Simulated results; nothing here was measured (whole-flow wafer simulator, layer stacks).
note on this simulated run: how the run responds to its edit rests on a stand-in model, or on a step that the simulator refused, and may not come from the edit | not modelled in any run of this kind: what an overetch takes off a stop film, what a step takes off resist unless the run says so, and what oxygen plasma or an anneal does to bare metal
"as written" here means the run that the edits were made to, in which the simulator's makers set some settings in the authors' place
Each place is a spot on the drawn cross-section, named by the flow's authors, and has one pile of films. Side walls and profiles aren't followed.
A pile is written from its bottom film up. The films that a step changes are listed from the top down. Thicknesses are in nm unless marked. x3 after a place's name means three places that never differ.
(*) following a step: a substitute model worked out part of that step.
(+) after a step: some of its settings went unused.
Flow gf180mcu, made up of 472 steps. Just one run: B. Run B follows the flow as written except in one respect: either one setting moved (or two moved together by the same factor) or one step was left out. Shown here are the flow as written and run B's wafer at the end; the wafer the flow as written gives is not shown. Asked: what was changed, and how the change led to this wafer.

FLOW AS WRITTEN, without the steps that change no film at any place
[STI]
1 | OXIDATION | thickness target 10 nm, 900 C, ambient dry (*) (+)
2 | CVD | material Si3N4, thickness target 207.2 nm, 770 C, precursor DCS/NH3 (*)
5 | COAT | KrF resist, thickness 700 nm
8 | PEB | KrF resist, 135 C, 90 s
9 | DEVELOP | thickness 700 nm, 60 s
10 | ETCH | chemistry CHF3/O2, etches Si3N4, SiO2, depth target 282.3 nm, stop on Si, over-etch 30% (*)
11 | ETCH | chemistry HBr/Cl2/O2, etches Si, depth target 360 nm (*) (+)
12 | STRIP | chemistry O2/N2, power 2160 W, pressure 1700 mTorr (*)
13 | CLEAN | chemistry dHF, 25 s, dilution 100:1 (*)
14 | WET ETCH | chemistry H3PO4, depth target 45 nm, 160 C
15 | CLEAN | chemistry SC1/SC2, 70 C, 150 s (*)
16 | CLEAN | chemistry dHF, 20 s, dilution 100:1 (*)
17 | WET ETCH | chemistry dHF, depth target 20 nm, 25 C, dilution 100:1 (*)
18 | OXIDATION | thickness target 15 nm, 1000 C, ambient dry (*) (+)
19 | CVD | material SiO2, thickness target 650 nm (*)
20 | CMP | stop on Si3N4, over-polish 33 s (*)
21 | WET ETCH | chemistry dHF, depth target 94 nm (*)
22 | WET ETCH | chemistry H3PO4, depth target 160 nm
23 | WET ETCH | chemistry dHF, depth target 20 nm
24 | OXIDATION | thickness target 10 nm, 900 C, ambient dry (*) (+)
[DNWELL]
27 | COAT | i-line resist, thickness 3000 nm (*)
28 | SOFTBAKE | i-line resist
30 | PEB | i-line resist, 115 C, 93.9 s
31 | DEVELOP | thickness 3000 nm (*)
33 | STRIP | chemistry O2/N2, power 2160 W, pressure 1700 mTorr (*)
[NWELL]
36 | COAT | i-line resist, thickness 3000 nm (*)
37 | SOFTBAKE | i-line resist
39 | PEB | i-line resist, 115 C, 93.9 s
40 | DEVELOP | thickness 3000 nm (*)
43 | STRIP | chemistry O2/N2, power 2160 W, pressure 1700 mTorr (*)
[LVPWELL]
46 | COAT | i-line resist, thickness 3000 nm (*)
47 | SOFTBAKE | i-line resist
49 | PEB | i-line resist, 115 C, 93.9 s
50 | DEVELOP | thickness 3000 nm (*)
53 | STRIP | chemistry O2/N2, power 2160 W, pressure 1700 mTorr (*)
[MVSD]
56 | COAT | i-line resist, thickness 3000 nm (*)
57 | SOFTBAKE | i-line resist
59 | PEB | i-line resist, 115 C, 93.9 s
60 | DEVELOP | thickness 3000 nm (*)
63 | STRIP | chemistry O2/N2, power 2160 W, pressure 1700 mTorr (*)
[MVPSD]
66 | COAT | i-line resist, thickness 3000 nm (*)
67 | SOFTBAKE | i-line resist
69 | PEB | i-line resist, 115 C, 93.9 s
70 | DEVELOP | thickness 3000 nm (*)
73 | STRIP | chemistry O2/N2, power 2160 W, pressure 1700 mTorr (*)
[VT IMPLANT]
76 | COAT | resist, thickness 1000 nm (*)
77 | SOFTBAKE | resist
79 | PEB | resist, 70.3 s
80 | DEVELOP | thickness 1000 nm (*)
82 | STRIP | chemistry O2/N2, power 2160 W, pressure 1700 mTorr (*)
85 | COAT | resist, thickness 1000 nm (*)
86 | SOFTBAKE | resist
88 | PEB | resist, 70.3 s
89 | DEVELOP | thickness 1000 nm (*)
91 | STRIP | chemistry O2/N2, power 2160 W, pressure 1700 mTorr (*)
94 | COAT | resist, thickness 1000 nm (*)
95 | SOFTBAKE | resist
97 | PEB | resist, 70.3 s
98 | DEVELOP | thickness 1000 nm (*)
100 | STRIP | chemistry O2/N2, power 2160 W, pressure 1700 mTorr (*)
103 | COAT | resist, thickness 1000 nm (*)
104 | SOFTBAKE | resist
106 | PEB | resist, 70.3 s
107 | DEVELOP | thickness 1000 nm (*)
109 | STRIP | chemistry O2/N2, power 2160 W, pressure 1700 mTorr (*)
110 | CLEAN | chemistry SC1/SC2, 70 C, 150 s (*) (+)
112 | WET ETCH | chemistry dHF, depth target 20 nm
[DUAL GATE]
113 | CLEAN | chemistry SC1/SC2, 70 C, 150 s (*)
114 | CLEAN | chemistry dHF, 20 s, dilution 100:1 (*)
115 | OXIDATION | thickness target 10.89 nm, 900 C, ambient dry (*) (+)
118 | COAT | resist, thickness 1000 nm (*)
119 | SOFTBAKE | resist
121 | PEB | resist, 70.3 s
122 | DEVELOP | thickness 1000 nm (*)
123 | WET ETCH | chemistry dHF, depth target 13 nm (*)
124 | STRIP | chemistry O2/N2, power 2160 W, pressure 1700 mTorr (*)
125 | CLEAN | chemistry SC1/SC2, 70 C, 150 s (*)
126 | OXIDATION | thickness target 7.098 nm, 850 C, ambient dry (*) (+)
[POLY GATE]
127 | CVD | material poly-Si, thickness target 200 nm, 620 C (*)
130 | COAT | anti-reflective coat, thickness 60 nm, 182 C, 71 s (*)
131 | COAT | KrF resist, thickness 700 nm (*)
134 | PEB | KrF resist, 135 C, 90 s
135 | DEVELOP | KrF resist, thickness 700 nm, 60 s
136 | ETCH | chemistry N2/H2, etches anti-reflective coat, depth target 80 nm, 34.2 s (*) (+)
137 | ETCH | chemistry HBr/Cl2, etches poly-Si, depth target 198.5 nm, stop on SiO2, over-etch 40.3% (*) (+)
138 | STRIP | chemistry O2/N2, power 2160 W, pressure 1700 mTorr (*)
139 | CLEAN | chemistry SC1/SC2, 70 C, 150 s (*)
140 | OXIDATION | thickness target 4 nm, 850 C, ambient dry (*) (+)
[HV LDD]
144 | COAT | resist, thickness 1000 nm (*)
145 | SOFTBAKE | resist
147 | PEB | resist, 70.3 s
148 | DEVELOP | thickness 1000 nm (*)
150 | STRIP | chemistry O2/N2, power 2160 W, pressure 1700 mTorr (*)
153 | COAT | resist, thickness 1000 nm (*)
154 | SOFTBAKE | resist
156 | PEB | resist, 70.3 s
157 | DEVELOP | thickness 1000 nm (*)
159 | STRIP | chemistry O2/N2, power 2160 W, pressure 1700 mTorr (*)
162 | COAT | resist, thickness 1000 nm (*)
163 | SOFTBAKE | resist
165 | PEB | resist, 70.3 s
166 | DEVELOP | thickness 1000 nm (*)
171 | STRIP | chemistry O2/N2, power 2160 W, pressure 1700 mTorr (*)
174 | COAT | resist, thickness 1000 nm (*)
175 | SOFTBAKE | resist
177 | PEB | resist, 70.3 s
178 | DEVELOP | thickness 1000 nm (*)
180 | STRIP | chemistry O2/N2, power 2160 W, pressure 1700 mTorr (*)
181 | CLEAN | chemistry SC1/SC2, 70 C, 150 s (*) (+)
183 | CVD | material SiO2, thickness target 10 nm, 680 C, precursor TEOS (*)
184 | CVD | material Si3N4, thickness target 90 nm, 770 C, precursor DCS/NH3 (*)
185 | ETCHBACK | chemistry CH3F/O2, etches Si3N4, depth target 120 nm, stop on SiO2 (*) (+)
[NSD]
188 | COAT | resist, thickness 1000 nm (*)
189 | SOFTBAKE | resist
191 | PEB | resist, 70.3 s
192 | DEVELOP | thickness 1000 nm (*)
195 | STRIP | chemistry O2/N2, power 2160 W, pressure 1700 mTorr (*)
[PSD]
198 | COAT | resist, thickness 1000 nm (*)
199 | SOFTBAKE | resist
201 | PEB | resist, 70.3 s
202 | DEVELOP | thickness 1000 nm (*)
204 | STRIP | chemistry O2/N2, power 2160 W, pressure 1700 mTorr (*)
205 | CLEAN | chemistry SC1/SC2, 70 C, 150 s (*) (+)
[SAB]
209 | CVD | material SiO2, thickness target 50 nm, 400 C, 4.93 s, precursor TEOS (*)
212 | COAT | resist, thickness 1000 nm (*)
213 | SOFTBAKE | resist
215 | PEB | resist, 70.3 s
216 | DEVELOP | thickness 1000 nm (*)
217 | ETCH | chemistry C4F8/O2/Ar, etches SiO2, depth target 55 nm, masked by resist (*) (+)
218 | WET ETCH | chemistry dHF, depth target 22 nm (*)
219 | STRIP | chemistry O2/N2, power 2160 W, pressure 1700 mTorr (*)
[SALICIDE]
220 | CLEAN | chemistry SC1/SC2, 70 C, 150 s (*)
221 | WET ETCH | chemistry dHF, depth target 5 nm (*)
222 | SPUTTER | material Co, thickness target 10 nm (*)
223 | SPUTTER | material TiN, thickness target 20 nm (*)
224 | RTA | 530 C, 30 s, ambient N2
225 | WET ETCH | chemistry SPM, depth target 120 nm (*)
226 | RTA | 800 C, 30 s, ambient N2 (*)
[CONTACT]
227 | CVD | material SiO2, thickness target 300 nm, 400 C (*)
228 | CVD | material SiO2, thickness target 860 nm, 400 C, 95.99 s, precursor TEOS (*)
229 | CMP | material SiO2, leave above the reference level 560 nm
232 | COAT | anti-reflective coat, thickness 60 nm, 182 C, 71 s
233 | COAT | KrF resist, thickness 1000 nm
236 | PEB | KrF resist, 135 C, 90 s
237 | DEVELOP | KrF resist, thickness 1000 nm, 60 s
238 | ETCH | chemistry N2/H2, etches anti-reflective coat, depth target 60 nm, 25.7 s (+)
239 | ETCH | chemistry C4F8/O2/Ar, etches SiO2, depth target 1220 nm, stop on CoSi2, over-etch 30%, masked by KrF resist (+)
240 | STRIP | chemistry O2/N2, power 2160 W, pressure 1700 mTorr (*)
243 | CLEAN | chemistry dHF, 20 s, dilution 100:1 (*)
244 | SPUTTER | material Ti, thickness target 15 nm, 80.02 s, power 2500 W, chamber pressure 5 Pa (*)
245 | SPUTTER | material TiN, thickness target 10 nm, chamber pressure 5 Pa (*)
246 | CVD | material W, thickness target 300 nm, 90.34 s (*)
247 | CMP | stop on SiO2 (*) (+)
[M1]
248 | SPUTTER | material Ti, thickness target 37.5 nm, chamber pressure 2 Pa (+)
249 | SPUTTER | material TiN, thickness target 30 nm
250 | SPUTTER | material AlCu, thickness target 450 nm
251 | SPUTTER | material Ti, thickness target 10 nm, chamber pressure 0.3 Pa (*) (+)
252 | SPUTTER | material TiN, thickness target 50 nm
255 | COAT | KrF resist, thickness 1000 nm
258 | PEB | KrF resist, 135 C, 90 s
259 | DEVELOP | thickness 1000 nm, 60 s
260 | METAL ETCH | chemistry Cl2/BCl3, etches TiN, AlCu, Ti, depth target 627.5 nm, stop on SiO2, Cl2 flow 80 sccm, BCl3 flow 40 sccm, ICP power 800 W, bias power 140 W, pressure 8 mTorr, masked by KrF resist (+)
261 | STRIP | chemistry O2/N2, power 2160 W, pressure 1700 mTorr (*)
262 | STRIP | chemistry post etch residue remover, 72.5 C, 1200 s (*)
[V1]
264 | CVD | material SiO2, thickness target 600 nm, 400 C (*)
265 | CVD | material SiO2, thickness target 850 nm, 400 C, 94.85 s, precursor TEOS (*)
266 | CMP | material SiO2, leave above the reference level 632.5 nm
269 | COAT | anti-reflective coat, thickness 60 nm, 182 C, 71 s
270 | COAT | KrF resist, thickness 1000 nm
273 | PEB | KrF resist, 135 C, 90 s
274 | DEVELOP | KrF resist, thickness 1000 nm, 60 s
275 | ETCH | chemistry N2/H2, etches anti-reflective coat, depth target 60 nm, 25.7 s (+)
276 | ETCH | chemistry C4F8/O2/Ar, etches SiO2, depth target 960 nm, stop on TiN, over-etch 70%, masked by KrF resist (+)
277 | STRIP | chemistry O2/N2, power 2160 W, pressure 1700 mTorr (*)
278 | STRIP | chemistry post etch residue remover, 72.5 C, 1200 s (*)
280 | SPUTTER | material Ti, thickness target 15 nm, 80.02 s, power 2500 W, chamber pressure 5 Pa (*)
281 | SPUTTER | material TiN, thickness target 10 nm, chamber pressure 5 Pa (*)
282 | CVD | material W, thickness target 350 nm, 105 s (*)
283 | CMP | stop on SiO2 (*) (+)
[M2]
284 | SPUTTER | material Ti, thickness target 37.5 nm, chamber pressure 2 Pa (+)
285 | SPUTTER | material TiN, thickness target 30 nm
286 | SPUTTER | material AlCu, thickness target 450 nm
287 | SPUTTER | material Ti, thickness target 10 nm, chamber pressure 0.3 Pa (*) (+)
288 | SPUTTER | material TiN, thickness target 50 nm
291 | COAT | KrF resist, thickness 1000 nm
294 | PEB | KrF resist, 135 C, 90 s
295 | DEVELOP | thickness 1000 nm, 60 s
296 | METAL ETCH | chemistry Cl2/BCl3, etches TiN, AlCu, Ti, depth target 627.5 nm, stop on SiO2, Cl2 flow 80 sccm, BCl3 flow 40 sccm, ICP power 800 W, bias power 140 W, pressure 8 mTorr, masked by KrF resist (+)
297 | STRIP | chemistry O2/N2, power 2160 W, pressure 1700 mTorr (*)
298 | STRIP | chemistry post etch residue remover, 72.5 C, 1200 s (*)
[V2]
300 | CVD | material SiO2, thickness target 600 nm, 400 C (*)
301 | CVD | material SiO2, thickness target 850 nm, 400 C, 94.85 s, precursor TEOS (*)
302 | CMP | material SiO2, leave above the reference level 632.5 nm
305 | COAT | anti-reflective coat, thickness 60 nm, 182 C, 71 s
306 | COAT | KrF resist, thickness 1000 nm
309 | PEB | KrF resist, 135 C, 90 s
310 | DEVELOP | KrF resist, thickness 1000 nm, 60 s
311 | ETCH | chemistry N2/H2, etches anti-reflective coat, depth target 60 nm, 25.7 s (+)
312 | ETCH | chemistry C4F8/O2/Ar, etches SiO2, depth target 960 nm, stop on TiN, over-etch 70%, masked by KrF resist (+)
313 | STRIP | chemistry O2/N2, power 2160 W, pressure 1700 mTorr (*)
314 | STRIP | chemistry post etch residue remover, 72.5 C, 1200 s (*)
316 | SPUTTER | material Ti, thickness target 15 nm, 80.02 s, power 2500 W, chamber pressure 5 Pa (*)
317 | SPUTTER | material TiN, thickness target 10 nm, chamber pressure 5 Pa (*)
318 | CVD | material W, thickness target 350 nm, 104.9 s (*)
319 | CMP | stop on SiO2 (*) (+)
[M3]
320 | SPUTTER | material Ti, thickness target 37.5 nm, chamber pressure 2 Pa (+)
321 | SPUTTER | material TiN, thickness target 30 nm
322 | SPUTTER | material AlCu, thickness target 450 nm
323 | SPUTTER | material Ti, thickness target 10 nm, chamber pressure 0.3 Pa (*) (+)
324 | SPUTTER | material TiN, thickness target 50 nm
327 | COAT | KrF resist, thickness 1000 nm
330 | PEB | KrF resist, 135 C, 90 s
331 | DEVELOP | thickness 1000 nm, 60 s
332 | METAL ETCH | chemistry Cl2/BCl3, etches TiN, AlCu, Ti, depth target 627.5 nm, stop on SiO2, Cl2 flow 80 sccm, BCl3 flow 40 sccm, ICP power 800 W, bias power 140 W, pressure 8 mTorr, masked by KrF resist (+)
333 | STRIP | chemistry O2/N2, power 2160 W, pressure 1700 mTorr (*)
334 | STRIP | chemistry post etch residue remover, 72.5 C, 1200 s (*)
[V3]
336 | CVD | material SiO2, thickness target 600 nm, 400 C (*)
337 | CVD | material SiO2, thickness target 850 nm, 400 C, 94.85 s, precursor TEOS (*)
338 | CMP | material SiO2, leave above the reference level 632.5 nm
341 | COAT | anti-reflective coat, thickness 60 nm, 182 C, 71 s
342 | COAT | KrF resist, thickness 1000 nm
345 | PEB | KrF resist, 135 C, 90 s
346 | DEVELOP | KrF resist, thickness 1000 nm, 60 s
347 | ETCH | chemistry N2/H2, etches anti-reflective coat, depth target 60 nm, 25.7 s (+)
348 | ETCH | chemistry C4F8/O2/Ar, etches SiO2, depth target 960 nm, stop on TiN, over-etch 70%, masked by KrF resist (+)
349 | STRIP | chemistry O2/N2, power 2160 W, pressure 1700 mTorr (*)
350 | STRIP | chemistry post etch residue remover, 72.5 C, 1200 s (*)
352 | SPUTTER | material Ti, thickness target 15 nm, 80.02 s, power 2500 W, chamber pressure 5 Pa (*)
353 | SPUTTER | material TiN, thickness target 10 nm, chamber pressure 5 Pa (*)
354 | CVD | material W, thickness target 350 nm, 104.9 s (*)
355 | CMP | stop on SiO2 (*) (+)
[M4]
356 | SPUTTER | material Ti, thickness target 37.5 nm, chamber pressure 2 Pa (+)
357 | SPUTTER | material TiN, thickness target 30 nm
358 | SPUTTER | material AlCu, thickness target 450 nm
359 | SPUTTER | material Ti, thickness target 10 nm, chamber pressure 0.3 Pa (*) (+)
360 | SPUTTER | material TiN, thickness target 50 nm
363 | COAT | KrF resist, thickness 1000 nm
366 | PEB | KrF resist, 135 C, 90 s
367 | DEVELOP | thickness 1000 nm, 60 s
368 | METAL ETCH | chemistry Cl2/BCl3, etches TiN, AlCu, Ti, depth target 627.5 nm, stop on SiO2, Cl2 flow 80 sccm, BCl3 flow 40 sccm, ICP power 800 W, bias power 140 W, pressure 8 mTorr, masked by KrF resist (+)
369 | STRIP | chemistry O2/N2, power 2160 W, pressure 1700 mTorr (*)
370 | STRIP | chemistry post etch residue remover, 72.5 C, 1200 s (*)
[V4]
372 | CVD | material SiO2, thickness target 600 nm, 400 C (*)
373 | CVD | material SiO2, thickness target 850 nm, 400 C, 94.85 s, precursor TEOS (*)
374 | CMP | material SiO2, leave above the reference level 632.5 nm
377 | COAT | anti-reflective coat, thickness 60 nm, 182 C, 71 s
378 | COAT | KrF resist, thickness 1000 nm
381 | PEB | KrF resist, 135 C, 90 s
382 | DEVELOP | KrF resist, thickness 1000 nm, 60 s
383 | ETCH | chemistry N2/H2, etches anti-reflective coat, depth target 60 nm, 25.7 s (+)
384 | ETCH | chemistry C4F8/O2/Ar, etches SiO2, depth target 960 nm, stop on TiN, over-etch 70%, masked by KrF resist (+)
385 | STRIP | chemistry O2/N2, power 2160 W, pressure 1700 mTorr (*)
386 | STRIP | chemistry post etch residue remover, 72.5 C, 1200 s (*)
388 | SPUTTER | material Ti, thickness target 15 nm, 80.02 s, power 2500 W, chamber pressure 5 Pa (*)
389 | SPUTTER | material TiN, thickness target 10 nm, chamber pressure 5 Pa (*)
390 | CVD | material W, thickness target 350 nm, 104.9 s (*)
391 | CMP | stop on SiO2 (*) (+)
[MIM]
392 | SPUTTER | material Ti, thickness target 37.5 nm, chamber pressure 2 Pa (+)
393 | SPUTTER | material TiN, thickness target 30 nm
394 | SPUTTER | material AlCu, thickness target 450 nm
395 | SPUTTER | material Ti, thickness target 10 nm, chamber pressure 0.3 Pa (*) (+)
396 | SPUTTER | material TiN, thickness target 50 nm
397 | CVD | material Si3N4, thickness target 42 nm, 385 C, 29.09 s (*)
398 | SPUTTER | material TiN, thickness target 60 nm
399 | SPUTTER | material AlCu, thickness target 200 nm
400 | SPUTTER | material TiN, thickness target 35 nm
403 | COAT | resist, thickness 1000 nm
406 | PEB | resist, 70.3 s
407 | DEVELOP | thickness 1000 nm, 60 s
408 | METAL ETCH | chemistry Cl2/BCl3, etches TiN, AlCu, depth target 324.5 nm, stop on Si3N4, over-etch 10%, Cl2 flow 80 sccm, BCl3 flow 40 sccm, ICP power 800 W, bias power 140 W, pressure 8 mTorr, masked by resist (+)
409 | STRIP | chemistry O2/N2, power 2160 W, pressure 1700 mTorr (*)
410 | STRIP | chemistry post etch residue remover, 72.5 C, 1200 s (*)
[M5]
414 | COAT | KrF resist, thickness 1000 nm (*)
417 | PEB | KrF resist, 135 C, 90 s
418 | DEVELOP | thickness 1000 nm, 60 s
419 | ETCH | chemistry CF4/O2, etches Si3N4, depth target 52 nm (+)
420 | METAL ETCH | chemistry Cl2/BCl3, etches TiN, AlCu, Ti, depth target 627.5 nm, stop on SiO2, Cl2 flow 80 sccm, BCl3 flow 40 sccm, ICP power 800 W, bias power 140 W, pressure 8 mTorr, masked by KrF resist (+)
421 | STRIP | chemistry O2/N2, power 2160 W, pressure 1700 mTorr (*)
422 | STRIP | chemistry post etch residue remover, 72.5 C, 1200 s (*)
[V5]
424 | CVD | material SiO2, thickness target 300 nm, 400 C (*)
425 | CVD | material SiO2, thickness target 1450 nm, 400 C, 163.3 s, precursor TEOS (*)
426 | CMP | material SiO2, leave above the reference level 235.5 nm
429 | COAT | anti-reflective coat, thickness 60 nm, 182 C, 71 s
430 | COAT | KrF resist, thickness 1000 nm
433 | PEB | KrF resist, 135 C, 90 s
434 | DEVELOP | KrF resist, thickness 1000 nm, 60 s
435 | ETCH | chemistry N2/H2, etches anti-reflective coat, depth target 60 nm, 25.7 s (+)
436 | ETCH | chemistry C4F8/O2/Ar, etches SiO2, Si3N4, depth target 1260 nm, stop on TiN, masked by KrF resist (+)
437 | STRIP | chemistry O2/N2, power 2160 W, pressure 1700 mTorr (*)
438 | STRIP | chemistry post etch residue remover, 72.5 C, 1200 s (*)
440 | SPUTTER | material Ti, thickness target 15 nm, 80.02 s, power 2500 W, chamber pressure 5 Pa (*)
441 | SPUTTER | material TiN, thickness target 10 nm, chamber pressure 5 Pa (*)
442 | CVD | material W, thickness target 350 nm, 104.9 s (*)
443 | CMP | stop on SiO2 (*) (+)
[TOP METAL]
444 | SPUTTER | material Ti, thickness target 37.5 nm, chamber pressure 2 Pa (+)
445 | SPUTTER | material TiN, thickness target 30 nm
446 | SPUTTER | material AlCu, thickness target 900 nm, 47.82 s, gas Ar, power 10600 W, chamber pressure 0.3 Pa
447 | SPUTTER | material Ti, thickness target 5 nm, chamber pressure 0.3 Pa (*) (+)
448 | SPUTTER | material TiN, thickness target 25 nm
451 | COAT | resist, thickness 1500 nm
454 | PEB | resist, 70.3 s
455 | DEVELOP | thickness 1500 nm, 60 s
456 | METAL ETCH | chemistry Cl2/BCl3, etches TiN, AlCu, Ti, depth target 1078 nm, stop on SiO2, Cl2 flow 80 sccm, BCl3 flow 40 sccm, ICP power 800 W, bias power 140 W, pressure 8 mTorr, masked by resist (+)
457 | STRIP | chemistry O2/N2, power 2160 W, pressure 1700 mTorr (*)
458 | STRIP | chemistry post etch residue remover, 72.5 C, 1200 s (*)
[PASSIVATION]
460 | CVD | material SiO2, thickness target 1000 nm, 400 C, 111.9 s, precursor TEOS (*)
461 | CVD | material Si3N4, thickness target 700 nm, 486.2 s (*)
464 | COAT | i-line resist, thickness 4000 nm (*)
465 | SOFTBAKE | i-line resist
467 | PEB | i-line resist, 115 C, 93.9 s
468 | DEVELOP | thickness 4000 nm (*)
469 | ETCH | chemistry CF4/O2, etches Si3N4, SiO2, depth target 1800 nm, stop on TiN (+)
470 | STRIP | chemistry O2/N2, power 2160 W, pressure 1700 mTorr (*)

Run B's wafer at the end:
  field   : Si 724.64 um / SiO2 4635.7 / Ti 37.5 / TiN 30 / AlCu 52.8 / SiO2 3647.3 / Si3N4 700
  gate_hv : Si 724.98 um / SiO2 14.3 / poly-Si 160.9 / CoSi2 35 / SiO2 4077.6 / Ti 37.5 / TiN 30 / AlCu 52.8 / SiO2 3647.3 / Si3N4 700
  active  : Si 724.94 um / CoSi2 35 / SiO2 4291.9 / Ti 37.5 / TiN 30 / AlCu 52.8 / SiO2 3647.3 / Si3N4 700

What caused this: step 358, SPUTTER: thickness target 626 nm was run, whereas the flow has thickness target 450 nm.

How this came from the change, step by step:
  358 | SPUTTER | material AlCu, thickness target 450 nm
      field, field__w1, field__w2 and 108 more: +626 AlCu (new film) (as written it would have been: +450 AlCu (new film))
  368 | METAL ETCH | chemistry Cl2/BCl3, etches TiN, AlCu, Ti, depth target 627.5 nm, stop on SiO2, Cl2 flow 80 sccm, BCl3 flow 40 sccm, ICP power 800 W, bias power 140 W, pressure 8 mTorr, masked by KrF resist (+)
      field, field__w1, field__w2 and 103 more: -50 TiN (all of it), -10 Ti (all of it), -567.5 AlCu (as written it would have been: -50 TiN (all of it), -10 Ti (all of it), -450 AlCu (all of it), -30 TiN (all of it), -37.5 Ti (all of it))
  370 | STRIP | chemistry post etch residue remover, 72.5 C, 1200 s (*)
      field, field__w1, field__w2 and 103 more: -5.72 AlCu (as written it would have been: nothing)
  372 | CVD | material SiO2, thickness target 600 nm, 400 C (*)
      field, field__w1, field__w2 and 103 more: +600 SiO2 (new film) (as written it would have been: +600 SiO2)
  374 | CMP | material SiO2, leave above the reference level 632.5 nm
      field, field__w1, field__w2 and 103 more: -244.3 SiO2 (as written it would have been: -300 SiO2)
Taking metal films that touch as one body, field has 1 body; the flow as written gives 0 bodies.
Taking metal films that touch as one body, gate_hv has 2 bodies (between them, from the top down: SiO2 4077.6); the flow as written gives 1 body.
Taking metal films that touch as one body, active has 2 bodies (between them, from the top down: SiO2 4291.9); the flow as written gives 1 body.
